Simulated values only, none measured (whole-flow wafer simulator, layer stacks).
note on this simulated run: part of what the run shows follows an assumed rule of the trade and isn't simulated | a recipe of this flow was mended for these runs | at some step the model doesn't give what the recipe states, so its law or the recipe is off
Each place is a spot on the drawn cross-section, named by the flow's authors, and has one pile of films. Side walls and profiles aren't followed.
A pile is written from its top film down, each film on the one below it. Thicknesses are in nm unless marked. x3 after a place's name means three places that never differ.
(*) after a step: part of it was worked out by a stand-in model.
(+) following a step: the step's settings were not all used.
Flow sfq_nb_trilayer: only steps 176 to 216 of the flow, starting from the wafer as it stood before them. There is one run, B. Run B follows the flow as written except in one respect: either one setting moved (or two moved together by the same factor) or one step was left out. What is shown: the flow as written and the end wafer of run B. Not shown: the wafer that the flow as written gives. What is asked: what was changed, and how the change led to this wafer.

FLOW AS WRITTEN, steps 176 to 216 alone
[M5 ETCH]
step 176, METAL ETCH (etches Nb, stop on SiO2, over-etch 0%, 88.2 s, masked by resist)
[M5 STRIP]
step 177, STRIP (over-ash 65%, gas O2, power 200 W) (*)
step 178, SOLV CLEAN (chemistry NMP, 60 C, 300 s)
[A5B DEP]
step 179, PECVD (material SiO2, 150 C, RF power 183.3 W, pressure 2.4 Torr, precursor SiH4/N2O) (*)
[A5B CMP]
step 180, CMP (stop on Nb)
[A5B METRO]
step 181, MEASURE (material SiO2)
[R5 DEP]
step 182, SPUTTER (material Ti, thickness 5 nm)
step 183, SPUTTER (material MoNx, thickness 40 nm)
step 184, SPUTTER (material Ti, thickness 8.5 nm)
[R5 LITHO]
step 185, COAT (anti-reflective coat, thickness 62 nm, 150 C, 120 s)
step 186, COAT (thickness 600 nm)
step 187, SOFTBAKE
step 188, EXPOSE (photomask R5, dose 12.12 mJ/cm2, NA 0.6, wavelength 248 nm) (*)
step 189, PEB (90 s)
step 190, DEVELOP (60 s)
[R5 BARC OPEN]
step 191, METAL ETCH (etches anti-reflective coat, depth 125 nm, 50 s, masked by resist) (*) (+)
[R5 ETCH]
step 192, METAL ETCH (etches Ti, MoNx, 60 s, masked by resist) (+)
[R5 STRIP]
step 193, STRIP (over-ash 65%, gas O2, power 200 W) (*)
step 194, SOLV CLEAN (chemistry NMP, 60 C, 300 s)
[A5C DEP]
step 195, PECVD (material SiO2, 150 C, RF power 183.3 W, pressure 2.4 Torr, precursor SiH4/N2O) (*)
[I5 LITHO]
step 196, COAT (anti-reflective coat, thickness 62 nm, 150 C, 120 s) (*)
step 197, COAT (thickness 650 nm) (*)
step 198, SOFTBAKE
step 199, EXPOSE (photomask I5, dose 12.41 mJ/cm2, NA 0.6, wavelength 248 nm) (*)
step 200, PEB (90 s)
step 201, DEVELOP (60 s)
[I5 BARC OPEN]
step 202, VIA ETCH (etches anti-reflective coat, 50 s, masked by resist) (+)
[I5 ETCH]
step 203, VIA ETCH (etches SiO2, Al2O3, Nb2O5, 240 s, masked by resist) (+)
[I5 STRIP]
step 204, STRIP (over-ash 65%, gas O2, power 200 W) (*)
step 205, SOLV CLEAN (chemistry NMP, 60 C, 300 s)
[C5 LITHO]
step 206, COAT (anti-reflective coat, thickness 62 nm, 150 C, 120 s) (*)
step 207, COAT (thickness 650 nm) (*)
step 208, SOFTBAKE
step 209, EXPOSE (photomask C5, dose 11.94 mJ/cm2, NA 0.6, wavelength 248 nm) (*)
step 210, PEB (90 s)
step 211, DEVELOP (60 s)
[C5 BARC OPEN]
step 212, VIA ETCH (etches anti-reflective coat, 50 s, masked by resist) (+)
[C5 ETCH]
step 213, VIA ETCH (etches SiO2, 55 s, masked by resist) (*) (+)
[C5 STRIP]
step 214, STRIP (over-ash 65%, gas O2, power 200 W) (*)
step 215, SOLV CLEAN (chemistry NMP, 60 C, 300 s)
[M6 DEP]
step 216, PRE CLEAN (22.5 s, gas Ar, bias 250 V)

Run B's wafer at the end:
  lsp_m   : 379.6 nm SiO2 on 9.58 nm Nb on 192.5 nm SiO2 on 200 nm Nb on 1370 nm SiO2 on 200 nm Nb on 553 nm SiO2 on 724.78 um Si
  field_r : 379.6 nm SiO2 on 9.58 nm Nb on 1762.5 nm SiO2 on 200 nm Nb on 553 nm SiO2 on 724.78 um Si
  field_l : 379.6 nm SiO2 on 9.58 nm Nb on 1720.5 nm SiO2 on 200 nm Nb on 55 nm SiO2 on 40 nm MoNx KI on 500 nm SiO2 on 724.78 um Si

Cause: step 176, METAL ETCH: 57.3 s was run, whereas the flow has 88.2 s.

How this came from the change, step by step:
  step 176, METAL ETCH (etches Nb, stop on SiO2, over-etch 0%, 88.2 s, masked by resist)
      field_l, r_end, moat and 45 more: -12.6 Al2O3 (all of it), -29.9 Nb2O5 (all of it), -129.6 Nb (as written it would have been: -12.6 Al2O3 (all of it), -29.9 Nb2O5 (all of it), -139.2 Nb (all of it), -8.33 SiO2)
      r_sur, wl_a_sl, wl_a_m6: -12.5 Al2O3 (all of it), -29.9 Nb2O5 (all of it), -129.7 Nb (as written it would have been: -12.5 Al2O3 (all of it), -29.9 Nb2O5 (all of it), -139.2 Nb (all of it), -8.33 SiO2)
      (and at 55 other places as well)
  step 177, STRIP (over-ash 65%, gas O2, power 200 W) (*)
      l0r_line_l x3, l0r_space_c x19, m0r_space_l x2 and 6 more: -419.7 KrF-resist-other-grade (all of it), -62 anti-reflective coat (all of it) (as written it would have been: -373.3 KrF-resist-other-grade (all of it), -62 anti-reflective coat (all of it))
      v_sur: -412.9 KrF-resist-other-grade (all of it), -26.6 anti-reflective coat (all of it) (as written it would have been: -366.5 KrF-resist-other-grade (all of it), -26.6 anti-reflective coat (all of it))
      (and at 22 other places as well)
  step 179, PECVD (material SiO2, 150 C, RF power 183.3 W, pressure 2.4 Torr, precursor SiH4/N2O) (*)
      field_l, lsp_m, ln_m6 and 44 more: +600 SiO2 (new film) (as written it would have been: +600 SiO2)
      r_sur, res, r_end, moat, field_r, lsp_l: +593.7 SiO2 (new film) (as written it would have been: +593.1 SiO2)
  step 180, CMP (stop on Nb)
      field_l, lsp_m, ln_m6 and 44 more: -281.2 SiO2 (as written it would have been: -263.3 SiO2)
      r_sur, res, r_end, moat, field_r, lsp_l: -274.9 SiO2 (as written it would have been: -256.4 SiO2)
With metal films that touch counted as one body, lsp_m has 3 bodies (between them, from the top down: SiO2 192.5; SiO2 1370); the flow as written gives 2 bodies (between them, from the top down: SiO2 1370).
With metal films that touch counted as one body, field_r has 2 bodies (between them, from the top down: SiO2 1762.5); the flow as written gives 1 body.
With metal films that touch counted as one body, field_l has 3 bodies (between them, from the top down: SiO2 1720.5; SiO2 55); the flow as written gives 2 bodies (between them, from the top down: SiO2 55).
